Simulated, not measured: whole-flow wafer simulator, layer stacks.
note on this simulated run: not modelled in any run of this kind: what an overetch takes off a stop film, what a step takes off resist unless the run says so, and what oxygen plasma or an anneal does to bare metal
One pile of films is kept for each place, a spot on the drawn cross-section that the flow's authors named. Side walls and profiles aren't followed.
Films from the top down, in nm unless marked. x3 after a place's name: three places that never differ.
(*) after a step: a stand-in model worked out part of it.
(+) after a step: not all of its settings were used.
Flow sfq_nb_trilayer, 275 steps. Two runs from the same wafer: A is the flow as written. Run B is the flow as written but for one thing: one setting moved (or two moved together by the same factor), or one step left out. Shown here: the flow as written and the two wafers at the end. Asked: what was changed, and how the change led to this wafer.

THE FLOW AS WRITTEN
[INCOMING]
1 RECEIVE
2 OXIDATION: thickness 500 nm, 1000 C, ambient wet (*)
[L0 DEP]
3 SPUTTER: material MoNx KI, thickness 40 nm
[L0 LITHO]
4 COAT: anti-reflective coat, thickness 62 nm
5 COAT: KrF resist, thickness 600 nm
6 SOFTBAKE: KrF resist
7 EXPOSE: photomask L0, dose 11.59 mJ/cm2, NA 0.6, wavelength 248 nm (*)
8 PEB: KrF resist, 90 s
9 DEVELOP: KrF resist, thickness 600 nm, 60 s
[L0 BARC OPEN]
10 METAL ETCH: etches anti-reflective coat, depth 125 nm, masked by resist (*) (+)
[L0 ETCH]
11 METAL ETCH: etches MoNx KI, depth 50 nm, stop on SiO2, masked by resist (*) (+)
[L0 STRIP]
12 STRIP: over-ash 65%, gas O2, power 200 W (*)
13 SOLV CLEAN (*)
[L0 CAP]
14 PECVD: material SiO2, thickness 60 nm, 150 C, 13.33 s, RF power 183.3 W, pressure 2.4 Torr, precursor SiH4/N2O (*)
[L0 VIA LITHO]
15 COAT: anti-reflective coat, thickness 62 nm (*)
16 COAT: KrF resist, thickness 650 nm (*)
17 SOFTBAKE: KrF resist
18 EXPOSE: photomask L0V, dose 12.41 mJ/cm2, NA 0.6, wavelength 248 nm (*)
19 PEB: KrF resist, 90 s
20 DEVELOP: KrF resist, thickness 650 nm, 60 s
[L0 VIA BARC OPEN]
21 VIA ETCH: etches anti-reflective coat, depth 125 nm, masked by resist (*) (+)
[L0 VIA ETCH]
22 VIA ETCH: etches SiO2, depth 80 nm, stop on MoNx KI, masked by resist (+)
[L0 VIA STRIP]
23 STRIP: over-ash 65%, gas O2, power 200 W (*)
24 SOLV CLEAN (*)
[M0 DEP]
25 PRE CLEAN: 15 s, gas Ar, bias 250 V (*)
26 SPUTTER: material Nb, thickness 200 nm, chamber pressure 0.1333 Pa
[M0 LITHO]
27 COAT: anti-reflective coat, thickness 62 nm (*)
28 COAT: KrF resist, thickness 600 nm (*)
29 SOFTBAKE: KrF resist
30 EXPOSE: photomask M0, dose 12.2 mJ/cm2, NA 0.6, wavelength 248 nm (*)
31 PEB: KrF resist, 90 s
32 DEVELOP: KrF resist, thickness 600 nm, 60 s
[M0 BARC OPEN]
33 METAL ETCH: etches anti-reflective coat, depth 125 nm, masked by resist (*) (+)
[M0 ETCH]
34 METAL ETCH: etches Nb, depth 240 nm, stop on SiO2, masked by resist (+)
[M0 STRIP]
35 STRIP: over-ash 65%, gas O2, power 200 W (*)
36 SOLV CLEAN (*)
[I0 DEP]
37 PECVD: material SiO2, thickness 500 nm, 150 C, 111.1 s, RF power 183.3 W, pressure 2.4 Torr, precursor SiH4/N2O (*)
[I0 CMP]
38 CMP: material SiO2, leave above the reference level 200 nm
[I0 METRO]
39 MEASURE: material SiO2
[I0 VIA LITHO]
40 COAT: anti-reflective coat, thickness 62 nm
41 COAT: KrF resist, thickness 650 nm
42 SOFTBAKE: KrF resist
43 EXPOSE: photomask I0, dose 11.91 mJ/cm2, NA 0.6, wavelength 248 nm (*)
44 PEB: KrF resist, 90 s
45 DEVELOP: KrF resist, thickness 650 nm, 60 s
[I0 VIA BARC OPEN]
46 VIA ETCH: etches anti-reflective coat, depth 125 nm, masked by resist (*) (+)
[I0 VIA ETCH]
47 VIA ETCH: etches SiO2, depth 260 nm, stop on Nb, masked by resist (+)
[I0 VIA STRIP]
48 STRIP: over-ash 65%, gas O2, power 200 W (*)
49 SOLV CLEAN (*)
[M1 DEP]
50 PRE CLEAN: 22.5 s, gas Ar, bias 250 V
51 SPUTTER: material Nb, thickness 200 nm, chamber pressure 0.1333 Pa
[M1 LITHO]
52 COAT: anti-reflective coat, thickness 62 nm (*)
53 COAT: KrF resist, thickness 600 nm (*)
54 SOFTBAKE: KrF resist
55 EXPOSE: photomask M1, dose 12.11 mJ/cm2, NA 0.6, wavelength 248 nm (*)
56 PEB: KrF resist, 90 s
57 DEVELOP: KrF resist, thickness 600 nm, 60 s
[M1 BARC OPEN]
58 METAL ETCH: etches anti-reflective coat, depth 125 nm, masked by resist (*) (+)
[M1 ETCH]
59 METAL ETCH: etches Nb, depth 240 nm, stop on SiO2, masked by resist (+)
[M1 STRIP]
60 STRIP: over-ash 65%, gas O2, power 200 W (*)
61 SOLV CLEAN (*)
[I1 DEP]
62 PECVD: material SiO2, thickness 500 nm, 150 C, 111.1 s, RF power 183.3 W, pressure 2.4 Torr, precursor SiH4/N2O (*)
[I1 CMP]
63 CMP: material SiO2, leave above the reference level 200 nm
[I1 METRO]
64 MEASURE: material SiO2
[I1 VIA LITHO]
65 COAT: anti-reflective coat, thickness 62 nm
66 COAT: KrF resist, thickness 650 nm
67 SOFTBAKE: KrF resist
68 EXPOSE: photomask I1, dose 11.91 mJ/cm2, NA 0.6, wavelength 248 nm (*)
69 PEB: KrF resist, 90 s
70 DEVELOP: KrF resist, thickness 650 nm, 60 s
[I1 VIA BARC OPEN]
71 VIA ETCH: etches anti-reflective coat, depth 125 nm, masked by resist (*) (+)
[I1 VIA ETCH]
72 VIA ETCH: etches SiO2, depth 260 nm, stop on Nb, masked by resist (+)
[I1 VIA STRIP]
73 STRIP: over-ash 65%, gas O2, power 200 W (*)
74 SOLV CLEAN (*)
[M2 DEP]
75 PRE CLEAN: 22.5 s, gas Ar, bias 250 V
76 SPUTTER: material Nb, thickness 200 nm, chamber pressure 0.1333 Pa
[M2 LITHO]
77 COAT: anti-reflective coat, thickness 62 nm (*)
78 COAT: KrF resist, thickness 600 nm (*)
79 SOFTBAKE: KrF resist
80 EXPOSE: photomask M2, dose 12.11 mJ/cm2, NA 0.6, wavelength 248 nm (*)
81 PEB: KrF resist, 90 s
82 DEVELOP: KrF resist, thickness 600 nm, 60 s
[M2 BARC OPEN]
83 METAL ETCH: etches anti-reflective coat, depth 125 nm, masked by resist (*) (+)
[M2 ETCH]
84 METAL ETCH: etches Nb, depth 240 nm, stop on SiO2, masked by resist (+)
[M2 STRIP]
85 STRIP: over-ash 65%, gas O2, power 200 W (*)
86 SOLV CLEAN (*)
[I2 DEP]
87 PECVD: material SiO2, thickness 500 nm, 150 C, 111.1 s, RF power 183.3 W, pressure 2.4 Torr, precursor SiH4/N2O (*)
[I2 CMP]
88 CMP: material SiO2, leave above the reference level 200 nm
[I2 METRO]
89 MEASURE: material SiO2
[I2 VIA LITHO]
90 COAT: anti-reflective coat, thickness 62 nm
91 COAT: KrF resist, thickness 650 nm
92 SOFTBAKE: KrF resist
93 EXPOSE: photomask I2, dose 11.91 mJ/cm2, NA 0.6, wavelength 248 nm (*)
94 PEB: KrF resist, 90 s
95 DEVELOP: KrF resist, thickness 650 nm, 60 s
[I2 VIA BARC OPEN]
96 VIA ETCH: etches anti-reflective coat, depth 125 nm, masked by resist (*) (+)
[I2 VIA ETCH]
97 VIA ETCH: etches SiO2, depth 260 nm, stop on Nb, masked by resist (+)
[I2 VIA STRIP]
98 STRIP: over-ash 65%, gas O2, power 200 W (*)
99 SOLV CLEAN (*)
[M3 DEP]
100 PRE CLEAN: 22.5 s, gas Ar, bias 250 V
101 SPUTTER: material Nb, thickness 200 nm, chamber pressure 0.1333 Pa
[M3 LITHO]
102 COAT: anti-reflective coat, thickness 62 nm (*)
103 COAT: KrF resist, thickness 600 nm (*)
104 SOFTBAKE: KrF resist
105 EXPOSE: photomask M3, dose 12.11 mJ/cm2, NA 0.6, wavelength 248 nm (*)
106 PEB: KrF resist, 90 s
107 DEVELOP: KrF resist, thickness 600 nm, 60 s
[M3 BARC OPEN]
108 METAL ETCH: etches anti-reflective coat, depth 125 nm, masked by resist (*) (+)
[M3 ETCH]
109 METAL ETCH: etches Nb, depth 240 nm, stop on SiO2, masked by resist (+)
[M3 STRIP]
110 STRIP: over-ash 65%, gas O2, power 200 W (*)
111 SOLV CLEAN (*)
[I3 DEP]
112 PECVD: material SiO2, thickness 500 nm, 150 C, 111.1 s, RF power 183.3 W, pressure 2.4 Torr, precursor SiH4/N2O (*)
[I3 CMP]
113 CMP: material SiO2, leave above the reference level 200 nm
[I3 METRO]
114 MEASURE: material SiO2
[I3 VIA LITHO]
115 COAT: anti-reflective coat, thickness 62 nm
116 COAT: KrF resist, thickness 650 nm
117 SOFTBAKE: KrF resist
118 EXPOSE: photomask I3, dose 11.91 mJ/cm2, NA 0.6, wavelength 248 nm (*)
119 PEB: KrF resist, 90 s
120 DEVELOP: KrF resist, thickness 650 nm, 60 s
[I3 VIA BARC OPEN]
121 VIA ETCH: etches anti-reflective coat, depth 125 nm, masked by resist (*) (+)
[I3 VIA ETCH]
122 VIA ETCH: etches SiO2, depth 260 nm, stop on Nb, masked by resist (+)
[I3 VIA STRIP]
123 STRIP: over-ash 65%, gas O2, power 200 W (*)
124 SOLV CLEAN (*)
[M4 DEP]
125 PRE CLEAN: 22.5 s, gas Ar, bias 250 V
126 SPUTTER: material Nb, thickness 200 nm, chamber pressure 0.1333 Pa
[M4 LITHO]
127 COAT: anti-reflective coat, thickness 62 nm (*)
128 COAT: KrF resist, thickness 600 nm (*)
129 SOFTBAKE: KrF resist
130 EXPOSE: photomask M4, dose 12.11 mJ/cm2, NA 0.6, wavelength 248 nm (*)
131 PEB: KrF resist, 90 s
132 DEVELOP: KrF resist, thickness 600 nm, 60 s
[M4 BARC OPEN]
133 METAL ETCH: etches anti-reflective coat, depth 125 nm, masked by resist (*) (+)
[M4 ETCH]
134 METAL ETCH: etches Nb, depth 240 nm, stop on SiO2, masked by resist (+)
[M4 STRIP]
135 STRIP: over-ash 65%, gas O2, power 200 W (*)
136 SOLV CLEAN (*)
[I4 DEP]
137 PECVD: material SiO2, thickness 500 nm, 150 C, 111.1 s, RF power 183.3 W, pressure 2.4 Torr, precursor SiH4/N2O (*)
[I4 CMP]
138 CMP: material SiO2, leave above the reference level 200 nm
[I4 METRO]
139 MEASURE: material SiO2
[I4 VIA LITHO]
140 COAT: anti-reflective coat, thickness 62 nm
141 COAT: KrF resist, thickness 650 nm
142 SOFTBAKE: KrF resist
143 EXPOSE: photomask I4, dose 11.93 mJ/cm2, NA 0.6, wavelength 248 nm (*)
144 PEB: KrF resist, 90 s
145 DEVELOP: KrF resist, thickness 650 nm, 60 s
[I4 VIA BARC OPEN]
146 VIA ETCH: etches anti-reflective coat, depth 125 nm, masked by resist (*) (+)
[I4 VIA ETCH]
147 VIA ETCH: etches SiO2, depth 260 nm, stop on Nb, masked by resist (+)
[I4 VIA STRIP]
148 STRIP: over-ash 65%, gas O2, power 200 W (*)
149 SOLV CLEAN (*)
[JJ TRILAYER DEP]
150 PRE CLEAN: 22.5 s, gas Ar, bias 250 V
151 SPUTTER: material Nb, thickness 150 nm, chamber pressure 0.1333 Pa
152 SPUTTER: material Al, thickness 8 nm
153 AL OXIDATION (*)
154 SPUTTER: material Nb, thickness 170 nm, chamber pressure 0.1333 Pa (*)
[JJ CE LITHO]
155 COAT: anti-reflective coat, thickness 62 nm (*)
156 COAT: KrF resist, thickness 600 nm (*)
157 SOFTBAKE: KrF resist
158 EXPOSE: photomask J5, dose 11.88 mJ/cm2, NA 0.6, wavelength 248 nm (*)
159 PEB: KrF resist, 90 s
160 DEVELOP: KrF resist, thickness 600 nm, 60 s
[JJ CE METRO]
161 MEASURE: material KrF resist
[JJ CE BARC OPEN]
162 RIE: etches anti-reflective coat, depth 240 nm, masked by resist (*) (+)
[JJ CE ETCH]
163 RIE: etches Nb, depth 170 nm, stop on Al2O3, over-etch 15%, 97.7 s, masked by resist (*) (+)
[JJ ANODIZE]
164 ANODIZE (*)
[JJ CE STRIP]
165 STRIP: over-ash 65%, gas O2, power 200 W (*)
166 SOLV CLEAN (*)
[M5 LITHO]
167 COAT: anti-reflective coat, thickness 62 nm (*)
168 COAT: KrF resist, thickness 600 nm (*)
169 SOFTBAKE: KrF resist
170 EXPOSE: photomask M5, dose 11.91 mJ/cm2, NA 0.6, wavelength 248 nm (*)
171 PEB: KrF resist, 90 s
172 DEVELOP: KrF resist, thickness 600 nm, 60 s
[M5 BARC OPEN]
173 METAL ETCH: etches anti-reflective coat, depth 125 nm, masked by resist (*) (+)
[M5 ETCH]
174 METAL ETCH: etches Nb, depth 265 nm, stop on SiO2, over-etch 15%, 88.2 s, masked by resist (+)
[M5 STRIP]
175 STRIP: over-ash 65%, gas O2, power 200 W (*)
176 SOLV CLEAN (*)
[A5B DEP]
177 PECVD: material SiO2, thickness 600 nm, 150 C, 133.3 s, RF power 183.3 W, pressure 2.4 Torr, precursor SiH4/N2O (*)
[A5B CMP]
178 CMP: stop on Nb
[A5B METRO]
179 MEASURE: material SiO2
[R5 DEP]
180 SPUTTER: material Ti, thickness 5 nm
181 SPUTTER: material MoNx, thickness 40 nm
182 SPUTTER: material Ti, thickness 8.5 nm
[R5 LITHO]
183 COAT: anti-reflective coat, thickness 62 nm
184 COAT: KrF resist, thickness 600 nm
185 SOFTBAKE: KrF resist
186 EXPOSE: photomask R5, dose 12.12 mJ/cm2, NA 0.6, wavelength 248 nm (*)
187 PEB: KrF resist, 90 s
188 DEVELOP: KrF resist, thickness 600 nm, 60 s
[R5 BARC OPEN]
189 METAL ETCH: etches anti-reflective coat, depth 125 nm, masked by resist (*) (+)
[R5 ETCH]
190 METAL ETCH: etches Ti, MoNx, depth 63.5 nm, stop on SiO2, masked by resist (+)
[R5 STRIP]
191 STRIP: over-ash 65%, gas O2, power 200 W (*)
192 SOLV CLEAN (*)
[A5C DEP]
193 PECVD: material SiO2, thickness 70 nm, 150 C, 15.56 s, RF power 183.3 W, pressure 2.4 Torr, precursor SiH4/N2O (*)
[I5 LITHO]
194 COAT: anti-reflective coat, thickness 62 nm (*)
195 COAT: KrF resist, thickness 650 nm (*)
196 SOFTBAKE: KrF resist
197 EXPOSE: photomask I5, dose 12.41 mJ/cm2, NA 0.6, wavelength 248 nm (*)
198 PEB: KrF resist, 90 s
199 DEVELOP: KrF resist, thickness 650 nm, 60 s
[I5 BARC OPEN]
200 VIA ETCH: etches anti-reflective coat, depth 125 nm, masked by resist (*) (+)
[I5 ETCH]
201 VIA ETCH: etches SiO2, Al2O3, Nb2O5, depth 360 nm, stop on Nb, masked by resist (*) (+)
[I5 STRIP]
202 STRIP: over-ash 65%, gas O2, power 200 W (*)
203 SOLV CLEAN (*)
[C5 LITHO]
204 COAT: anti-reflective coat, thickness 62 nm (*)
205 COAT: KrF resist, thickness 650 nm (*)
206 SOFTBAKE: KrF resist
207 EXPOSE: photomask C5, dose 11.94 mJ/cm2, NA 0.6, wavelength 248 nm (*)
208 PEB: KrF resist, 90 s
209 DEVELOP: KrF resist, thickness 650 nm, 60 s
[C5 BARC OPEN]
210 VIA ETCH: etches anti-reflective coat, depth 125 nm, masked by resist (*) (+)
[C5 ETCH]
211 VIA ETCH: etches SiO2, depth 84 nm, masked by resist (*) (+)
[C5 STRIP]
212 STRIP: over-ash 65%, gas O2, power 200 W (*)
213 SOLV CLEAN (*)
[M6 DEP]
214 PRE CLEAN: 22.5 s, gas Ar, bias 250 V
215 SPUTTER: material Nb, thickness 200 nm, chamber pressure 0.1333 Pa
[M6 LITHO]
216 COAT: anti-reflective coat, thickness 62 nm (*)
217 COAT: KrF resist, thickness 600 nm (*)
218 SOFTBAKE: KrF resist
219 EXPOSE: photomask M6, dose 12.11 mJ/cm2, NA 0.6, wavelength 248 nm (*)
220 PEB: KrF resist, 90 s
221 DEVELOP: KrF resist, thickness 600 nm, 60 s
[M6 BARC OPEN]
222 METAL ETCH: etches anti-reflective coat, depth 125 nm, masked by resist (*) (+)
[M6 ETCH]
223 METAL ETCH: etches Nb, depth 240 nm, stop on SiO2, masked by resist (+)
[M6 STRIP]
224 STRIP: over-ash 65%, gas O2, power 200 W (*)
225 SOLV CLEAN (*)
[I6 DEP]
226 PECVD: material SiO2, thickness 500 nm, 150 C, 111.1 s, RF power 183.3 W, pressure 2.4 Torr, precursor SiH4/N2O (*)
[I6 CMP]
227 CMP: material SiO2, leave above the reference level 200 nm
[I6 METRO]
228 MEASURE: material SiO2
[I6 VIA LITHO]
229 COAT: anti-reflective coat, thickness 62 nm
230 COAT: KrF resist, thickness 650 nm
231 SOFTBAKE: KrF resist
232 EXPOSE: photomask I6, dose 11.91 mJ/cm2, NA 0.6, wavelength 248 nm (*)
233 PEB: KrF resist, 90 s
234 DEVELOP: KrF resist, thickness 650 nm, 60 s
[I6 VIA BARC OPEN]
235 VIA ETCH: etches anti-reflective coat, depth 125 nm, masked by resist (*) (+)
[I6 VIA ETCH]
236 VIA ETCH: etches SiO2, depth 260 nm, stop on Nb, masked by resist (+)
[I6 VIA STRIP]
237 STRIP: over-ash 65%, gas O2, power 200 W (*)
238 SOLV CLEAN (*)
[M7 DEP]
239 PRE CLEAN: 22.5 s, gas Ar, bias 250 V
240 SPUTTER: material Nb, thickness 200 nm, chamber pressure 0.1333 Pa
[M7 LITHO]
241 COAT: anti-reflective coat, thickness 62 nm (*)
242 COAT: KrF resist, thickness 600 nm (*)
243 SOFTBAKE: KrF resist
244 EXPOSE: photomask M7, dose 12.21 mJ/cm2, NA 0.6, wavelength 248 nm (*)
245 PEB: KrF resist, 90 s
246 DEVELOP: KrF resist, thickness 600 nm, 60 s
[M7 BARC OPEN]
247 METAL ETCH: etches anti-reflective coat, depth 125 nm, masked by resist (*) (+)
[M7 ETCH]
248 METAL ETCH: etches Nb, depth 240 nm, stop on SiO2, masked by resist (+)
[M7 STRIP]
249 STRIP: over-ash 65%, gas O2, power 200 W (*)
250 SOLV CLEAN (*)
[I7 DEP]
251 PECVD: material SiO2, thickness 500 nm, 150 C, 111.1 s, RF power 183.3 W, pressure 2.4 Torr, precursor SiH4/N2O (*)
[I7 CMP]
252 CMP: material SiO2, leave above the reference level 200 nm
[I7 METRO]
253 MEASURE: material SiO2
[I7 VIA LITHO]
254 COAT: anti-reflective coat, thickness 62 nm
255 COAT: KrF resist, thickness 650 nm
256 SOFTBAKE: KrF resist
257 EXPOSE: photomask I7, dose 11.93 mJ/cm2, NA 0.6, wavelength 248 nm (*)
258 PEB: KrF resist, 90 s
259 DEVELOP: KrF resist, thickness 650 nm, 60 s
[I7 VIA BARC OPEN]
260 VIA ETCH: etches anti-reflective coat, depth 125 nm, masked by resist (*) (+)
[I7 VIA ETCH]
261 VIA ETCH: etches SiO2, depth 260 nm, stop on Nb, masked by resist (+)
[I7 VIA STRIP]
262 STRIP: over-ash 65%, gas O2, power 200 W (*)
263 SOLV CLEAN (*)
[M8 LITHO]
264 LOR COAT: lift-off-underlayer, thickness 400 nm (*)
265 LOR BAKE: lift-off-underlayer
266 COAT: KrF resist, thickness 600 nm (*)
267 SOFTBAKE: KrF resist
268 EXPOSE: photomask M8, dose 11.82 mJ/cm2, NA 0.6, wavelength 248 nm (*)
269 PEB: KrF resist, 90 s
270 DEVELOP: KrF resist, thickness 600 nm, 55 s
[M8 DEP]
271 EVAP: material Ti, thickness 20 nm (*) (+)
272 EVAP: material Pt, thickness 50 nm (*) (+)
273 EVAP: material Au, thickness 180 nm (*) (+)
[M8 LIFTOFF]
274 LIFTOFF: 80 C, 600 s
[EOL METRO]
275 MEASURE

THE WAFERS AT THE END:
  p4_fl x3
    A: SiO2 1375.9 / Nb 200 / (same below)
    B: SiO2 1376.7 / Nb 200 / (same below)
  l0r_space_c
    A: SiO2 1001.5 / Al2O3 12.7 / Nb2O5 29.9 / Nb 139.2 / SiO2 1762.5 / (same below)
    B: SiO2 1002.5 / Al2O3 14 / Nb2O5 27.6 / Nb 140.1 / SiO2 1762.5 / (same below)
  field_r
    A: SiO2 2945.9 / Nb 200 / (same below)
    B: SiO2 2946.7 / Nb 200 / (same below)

The cause: step 152, SPUTTER: thickness 8.8 nm was run, where the flow has thickness 8 nm.

How the change led to this, step by step:
  152 SPUTTER: material Al, thickness 8 nm
      field_l, v_sur, via_sp and 100 more: A Al +8 (new film) | B Al +8.8 (new film)
      via_wl, via_wr: A Al +5.14 (new film) | B Al +5.65 (new film)
      (and at 1 more place)
  164 ANODIZE (*)
      field_l, v_sur, via_sp and 96 more: A Al2O3 +12.2, Nb2O5 +29.9 (new film), Al -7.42 (all of it), Nb -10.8 | B Al2O3 +13.6, Nb2O5 +27.6 (new film), Al -8.22 (all of it), Nb -9.92
      via_wl, via_wr: A Al2O3 +7.52 (new film), Nb2O5 +39.2 (new film), Al -4.56 (all of it), Nb -14.1 | B Al2O3 +8.37 (new film), Nb2O5 +37.7 (new film), Al -5.07 (all of it), Nb -13.6
      (and at 1 more place)
  167 COAT: anti-reflective coat, thickness 62 nm (*)
      ce_l: A anti-reflective coat +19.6 (new film) | B anti-reflective coat +18.9 (new film)
      ce_r: A anti-reflective coat +19.7 (new film) | B anti-reflective coat +19 (new film)
  174 METAL ETCH: etches Nb, depth 265 nm, stop on SiO2, over-etch 15%, 88.2 s, masked by resist (+)
      field_l, r_sur, res and 50 more: A Al2O3 -12.6 (all of it), Nb2O5 -29.9 (all of it), Nb -139.2 (all of it), SiO2 -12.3 | B Al2O3 -13.9 (all of it), Nb2O5 -27.6 (all of it), Nb -140.1 (all of it), SiO2 -12.3
  175 STRIP: over-ash 65%, gas O2, power 200 W (*)
      ce_l: A KrF resist -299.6 (all of it), anti-reflective coat -19.6 (all of it) | B KrF resist -299.5 (all of it), anti-reflective coat -18.9 (all of it)
      ce_r: A KrF resist -299.9 (all of it), anti-reflective coat -19.7 (all of it) | B KrF resist -299.7 (all of it), anti-reflective coat -19 (all of it)
  201 VIA ETCH: etches SiO2, Al2O3, Nb2O5, depth 360 nm, stop on Nb, masked by resist (*) (+)
      be: A SiO2 -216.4 (all of it), Al2O3 -12.7 (all of it), Nb2O5 -29.9 (all of it) | B SiO2 -217.3 (all of it), Al2O3 -14 (all of it), Nb2O5 -27.6 (all of it)
